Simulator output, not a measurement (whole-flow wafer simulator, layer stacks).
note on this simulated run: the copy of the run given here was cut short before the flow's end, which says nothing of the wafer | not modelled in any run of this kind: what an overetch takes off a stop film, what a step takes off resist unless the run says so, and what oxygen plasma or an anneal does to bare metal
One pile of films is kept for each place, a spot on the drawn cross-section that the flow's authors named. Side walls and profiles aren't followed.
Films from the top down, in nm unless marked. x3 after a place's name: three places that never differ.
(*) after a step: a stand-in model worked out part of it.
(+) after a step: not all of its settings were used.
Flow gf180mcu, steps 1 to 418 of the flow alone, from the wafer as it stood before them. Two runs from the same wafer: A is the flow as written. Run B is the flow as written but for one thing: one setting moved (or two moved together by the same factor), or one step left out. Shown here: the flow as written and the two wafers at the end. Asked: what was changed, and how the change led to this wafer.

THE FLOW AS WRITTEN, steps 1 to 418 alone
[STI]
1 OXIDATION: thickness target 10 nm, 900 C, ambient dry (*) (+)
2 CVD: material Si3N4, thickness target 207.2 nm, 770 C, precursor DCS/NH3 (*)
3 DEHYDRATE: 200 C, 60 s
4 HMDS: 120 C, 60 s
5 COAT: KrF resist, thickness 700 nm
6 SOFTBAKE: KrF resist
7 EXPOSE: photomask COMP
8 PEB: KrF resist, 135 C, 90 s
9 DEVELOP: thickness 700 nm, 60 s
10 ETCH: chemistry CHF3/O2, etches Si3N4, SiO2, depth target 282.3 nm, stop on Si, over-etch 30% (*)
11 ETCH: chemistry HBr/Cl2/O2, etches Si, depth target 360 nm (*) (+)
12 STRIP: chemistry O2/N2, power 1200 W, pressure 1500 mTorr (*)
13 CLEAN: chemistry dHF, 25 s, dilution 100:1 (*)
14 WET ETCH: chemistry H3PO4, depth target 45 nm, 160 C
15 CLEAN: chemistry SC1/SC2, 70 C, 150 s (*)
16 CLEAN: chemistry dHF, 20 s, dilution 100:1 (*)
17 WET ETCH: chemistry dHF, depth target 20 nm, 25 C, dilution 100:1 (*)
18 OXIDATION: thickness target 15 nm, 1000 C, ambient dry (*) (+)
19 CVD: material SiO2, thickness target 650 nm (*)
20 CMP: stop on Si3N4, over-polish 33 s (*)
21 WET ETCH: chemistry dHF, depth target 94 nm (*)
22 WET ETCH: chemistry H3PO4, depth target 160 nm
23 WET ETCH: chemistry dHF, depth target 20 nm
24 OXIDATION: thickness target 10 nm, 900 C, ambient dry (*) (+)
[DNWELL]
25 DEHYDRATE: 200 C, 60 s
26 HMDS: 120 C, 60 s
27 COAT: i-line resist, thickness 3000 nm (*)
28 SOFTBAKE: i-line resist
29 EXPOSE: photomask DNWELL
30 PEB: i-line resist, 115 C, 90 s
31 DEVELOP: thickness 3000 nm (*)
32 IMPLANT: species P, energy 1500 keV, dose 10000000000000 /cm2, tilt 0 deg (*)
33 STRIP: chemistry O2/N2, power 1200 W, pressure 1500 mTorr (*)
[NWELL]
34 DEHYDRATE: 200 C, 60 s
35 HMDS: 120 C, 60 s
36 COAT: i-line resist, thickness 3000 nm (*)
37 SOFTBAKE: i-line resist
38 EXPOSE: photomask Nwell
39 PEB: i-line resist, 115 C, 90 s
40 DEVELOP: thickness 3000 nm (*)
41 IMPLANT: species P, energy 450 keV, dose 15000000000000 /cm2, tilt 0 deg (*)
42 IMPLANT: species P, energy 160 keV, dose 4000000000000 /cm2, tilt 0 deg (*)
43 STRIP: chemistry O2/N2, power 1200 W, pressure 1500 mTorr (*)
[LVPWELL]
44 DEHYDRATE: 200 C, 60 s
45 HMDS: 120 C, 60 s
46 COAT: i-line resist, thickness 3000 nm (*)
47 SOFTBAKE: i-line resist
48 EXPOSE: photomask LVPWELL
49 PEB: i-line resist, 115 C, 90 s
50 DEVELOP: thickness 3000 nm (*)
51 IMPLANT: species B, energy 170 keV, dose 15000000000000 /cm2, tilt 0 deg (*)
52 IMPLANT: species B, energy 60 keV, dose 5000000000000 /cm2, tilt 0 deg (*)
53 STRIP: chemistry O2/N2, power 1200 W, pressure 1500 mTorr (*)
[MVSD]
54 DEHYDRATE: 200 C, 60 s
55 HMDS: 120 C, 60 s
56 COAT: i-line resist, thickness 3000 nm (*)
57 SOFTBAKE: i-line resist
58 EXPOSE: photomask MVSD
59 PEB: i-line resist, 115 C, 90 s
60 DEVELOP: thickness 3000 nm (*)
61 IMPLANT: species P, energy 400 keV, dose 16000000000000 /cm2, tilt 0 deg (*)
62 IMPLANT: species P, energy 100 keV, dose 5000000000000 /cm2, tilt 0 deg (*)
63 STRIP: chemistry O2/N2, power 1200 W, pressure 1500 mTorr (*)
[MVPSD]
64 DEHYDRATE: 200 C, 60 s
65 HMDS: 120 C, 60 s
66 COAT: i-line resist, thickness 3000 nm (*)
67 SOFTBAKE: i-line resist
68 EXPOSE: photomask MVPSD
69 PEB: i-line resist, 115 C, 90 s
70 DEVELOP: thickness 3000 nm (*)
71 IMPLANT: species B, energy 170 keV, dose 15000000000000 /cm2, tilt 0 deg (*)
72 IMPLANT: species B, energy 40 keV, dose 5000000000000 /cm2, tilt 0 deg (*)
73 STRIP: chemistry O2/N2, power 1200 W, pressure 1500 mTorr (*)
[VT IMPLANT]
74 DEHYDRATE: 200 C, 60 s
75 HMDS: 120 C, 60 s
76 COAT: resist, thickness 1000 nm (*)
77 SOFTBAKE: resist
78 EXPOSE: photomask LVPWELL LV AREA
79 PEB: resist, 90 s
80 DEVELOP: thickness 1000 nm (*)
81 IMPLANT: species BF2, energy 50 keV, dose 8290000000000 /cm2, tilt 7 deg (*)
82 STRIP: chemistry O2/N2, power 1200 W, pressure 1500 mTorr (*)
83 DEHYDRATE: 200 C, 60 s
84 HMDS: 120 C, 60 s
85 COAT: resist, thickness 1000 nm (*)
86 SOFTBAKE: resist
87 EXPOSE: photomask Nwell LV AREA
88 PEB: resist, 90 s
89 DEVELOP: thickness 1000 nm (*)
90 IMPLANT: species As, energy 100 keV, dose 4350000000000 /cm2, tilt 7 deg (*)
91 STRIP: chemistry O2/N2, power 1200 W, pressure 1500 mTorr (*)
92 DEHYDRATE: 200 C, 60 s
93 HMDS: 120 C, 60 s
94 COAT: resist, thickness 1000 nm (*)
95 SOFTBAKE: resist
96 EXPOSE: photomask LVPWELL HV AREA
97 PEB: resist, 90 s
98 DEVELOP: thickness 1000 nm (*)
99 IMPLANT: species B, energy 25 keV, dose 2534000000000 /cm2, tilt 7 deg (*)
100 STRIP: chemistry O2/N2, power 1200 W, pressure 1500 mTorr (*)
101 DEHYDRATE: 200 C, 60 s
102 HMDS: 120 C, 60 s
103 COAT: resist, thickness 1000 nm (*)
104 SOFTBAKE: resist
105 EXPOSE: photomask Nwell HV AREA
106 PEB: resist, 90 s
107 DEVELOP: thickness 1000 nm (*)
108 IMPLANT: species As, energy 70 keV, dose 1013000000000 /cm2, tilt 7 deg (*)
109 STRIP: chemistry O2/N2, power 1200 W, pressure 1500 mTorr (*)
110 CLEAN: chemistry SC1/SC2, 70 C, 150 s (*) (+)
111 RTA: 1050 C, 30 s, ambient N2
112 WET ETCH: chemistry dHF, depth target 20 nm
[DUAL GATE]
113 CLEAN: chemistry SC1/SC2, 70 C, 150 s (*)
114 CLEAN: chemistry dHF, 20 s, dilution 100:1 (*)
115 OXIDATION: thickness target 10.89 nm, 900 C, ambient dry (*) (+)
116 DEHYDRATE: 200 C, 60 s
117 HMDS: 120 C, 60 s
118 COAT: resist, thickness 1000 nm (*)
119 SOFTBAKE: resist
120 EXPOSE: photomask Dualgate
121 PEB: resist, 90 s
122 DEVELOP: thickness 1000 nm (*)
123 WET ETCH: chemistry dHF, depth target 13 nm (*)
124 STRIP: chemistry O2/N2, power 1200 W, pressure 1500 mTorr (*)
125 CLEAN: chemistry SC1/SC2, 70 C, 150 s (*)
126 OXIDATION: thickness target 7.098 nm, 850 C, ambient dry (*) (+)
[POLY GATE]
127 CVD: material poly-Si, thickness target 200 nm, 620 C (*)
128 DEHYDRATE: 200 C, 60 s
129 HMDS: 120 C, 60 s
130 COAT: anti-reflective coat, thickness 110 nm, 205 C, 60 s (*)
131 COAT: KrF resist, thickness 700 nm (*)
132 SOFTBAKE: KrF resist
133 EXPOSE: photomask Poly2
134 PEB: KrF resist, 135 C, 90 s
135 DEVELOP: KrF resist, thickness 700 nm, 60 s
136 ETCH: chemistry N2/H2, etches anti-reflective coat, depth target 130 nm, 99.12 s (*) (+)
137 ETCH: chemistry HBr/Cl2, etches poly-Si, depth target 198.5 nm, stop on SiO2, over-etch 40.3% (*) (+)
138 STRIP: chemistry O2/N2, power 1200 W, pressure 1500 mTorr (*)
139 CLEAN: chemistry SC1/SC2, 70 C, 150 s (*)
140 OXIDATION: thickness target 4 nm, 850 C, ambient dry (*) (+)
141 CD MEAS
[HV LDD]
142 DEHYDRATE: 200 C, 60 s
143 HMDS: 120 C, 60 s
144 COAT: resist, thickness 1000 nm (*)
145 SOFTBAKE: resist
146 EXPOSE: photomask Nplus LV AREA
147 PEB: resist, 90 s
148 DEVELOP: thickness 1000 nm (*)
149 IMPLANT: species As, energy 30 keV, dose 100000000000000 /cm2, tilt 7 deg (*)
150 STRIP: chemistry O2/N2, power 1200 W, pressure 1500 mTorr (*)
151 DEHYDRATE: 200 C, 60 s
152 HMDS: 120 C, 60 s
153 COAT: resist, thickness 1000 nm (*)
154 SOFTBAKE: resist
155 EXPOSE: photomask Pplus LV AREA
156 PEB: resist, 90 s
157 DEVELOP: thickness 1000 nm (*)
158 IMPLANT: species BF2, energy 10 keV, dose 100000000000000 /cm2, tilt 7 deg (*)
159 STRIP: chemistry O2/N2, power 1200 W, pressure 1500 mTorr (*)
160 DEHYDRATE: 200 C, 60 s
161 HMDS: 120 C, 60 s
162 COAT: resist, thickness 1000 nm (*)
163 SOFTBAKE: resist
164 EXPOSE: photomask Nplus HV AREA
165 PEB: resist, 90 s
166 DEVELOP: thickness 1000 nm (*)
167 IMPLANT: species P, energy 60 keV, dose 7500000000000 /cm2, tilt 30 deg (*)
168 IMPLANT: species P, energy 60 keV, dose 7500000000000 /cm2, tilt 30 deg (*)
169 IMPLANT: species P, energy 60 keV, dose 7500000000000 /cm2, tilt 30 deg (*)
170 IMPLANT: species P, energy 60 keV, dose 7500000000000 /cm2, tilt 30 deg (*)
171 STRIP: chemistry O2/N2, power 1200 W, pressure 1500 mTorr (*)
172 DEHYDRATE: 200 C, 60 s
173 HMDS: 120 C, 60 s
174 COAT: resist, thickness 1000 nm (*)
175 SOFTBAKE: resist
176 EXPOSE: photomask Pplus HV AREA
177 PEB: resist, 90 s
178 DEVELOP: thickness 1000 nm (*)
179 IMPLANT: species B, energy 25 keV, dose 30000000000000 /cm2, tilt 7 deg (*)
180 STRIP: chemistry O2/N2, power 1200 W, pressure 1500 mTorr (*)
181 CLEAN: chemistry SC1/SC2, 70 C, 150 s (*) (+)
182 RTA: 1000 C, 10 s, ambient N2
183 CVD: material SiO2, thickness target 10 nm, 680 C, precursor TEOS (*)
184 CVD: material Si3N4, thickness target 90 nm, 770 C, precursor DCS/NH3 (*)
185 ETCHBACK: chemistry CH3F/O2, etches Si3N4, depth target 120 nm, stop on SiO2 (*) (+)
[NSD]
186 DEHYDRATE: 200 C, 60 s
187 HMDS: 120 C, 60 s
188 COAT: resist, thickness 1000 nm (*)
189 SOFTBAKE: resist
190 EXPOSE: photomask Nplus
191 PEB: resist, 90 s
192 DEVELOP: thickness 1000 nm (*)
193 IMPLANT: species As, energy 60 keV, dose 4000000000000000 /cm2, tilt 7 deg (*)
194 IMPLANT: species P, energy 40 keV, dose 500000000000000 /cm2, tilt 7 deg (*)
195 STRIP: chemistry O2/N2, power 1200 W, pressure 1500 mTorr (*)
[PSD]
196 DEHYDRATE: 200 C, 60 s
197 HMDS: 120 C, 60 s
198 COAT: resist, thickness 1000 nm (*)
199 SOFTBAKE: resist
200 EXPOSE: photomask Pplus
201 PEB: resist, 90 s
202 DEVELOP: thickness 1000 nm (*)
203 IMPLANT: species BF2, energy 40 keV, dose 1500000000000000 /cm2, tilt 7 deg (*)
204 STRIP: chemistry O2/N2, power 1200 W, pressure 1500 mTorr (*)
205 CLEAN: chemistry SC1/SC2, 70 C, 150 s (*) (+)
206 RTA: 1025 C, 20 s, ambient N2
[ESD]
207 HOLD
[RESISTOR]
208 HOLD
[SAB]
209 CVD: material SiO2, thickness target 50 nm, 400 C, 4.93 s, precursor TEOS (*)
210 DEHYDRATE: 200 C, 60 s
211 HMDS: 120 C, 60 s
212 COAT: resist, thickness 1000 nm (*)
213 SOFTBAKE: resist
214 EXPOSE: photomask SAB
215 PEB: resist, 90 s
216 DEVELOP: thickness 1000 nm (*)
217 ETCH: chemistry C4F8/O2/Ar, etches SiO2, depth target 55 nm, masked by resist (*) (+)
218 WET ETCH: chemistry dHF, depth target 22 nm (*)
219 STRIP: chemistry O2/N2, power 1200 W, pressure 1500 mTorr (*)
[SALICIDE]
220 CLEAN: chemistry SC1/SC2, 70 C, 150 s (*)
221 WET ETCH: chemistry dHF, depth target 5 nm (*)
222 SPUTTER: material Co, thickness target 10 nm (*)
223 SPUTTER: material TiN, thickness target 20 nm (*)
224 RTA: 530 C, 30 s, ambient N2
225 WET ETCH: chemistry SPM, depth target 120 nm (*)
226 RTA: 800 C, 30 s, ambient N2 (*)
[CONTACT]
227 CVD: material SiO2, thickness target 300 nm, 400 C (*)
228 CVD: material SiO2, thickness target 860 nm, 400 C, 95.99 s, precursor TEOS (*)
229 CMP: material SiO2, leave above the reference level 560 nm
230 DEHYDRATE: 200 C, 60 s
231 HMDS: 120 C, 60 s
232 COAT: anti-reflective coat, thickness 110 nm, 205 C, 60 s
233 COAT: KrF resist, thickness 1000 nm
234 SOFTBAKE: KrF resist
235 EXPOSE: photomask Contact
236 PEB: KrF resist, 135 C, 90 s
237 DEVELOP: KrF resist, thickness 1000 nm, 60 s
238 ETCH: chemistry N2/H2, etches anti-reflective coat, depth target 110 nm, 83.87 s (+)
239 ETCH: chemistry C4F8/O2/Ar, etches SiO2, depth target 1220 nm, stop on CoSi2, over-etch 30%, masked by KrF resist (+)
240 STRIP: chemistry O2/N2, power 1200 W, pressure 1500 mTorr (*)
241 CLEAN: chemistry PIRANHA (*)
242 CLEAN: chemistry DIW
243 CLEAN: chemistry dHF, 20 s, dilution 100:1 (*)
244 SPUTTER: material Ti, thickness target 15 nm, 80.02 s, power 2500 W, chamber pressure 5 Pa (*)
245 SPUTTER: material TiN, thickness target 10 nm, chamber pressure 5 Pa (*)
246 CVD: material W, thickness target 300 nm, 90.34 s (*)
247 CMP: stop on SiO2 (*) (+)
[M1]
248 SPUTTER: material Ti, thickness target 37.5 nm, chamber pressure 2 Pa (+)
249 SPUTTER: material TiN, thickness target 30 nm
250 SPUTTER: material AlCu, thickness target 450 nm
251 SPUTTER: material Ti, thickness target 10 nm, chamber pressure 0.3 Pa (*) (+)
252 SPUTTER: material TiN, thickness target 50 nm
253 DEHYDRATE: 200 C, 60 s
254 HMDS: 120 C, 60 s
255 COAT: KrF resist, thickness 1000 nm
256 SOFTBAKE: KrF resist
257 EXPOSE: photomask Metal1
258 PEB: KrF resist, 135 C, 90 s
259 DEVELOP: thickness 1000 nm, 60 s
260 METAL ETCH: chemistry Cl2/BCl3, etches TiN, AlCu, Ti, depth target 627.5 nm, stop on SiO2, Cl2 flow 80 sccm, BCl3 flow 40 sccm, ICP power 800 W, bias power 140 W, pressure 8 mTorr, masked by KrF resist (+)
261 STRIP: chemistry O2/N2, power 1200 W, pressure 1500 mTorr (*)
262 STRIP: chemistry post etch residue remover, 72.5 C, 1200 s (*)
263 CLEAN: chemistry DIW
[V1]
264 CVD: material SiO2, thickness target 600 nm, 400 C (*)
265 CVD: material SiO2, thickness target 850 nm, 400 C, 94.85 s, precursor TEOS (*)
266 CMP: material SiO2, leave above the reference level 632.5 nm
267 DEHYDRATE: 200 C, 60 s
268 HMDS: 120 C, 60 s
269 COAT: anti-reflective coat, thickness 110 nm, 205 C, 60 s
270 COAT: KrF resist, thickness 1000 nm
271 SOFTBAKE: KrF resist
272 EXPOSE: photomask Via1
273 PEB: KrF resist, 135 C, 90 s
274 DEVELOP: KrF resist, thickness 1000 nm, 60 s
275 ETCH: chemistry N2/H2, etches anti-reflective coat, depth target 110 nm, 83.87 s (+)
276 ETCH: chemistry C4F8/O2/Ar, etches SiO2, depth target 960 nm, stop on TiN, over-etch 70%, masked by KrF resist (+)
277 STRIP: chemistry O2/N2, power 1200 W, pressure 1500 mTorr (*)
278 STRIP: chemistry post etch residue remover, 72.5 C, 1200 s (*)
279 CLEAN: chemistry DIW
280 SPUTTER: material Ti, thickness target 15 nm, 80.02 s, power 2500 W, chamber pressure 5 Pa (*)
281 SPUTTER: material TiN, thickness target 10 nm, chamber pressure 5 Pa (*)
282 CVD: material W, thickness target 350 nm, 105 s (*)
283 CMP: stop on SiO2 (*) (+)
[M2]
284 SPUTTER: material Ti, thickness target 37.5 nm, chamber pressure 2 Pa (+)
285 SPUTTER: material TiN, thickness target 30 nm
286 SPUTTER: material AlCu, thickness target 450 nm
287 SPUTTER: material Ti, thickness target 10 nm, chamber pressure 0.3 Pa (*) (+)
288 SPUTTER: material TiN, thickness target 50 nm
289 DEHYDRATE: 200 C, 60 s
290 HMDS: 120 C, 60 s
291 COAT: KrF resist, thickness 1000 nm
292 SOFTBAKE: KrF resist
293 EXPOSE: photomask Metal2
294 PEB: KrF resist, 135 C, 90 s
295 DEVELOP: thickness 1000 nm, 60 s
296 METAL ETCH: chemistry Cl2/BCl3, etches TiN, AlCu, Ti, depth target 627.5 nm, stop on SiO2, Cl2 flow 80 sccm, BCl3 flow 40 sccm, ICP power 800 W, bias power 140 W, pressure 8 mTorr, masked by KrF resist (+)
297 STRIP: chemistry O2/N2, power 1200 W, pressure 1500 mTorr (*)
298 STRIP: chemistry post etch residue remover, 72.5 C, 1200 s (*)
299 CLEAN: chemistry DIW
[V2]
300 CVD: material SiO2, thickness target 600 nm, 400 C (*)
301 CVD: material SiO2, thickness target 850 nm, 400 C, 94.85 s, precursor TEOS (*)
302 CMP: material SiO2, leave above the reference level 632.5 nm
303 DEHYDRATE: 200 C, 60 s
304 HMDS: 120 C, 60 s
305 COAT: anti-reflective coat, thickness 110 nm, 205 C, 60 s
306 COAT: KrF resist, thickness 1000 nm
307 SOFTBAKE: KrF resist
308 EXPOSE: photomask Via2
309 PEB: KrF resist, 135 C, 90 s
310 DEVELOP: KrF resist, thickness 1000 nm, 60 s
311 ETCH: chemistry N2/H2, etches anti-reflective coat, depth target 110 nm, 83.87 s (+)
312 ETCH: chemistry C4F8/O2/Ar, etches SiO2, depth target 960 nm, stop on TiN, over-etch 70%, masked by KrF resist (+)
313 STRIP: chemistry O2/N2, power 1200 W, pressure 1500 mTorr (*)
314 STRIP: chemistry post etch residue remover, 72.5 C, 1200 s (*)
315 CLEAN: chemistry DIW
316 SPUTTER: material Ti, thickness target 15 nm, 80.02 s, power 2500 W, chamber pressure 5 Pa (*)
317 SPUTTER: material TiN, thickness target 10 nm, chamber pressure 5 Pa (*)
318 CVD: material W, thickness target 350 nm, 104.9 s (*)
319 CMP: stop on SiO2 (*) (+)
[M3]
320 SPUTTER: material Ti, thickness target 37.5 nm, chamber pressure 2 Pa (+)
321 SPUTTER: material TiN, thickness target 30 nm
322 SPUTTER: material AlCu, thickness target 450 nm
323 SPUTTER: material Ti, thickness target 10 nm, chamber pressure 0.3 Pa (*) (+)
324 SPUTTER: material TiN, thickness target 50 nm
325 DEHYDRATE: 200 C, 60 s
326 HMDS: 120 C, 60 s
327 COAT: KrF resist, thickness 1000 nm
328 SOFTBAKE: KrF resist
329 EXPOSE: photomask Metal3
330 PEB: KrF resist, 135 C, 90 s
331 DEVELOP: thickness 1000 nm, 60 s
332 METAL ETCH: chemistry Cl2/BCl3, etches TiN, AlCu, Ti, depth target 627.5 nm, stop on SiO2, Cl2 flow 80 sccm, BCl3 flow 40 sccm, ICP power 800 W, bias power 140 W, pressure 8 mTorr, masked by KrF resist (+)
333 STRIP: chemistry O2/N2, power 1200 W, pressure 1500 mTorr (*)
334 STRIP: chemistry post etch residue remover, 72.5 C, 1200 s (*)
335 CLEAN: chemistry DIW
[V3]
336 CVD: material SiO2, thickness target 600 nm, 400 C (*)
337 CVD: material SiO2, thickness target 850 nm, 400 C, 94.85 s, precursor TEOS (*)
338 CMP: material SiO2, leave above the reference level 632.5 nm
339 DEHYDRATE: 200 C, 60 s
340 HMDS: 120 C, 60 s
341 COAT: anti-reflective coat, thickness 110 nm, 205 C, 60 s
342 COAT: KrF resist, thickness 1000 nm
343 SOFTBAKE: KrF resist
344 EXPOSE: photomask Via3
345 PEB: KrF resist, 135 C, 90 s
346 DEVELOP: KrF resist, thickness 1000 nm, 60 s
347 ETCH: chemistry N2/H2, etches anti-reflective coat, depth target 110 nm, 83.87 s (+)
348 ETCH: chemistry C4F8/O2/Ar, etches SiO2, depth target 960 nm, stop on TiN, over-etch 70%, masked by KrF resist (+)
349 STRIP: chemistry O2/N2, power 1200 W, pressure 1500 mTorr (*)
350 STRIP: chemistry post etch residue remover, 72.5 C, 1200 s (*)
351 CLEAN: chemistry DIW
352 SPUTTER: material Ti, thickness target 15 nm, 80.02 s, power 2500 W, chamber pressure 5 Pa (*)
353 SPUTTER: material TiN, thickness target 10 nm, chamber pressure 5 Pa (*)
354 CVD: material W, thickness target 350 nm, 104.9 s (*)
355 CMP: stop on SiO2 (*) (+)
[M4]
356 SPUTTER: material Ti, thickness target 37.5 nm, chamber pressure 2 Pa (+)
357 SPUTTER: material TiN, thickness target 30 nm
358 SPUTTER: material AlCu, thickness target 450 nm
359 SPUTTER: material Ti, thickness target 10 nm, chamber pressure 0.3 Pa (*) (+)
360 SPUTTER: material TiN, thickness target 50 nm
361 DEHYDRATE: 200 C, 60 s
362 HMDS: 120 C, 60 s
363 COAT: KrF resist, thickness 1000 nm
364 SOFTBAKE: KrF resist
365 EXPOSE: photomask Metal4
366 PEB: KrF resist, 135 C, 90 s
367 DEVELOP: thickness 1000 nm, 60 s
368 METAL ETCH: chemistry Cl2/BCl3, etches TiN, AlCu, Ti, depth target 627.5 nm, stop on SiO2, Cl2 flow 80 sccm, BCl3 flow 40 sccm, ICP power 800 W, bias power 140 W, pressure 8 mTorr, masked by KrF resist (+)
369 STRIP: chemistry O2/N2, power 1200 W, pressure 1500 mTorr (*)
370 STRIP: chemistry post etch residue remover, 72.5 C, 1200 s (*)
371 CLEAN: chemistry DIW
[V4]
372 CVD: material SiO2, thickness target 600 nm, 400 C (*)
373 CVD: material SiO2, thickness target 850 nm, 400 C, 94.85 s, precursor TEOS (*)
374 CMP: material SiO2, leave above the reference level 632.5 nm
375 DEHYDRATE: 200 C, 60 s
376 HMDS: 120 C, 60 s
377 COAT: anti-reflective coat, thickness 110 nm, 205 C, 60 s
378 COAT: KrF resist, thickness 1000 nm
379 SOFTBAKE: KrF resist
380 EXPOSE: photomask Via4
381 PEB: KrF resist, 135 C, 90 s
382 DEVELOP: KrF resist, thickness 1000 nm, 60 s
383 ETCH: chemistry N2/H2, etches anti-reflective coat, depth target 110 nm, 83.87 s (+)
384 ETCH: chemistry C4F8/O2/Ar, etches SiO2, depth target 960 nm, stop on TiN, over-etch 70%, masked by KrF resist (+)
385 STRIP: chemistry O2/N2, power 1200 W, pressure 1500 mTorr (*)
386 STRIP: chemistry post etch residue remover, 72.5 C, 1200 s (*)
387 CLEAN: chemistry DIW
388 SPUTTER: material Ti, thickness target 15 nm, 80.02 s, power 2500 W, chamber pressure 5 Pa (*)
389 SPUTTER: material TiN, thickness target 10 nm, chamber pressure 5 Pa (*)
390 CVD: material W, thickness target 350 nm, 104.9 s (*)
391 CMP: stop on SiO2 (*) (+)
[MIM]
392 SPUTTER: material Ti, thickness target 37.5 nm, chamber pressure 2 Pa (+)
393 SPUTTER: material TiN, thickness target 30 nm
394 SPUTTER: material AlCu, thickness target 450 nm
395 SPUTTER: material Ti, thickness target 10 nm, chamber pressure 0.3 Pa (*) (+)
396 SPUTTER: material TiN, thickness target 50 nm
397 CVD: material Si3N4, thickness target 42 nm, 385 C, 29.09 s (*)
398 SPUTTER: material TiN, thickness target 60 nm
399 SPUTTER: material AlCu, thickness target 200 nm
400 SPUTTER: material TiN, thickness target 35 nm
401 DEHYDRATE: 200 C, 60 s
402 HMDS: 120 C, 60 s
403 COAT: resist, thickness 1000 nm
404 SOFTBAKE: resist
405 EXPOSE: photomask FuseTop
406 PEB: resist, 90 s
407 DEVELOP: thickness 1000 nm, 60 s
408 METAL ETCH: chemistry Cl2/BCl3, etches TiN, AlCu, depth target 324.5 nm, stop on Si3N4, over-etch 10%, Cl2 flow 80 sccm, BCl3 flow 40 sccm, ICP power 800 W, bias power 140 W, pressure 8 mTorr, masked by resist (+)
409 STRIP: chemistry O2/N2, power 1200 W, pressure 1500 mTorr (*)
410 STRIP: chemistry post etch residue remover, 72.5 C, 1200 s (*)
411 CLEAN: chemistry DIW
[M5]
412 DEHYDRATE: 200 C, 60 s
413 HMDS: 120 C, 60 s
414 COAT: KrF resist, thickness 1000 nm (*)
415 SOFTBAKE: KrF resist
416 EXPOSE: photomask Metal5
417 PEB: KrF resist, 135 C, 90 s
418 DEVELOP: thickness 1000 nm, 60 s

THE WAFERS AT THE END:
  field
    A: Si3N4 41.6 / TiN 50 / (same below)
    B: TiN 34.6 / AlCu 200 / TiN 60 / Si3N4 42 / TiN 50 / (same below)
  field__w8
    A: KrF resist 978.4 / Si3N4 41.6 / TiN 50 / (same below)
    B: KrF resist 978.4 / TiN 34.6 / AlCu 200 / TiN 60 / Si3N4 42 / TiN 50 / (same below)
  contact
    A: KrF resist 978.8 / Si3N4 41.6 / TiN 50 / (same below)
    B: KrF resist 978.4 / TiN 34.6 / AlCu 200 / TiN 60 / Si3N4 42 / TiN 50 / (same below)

The cause: step 408, METAL ETCH: chemistry Cl2/BCl3, etches TiN, AlCu, depth target 324.5 nm, stop on Si3N4, over-etch 10%, Cl2 flow 80 sccm, BCl3 flow 40 sccm, ICP power 800 W, bias power 140 W, pressure 8 mTorr, masked by resist (+), was left out.

How the change led to this, step by step:
  409 STRIP: chemistry O2/N2, power 1200 W, pressure 1500 mTorr (*)
      mim: A resist -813 (all of it) | B resist -942.8 (all of it)
  414 COAT: KrF resist, thickness 1000 nm (*)
      field__w4: A KrF resist +1043.2 (new film) | B KrF resist +1000 (new film)
      field__w7: A KrF resist +1026.7 (new film) | B KrF resist +1000 (new film)
      (and at 5 more places)
  417 PEB: KrF resist, 135 C, 90 s
      field__w11: A KrF resist -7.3 | B KrF resist -6.68
      mim: A KrF resist -4.19 | B KrF resist -6.68
  418 DEVELOP: thickness 1000 nm, 60 s
      field__w7: A KrF resist -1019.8 (all of it) | B KrF resist -993.3 (all of it)
      field__w11: A KrF resist -1046.7 (all of it) | B KrF resist -993.3 (all of it)
      (and at 3 more places)
Counting metal films that touch as one body, field has 2 bodies (between them, from the top down: Si3N4 42); the flow as written gives 1 body.
Counting metal films that touch as one body, field__w8 has 6 bodies (between them, from the top down: Si3N4 42; SiO2 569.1; SiO2 569.1; SiO2 569.1; SiO2 569.1); the flow as written gives 5 bodies (between them, from the top down: SiO2 569.1; SiO2 569.1; SiO2 569.1; SiO2 569.1).
Counting metal films that touch as one body, contact has 2 bodies (between them, from the top down: Si3N4 42); the flow as written gives 1 body.
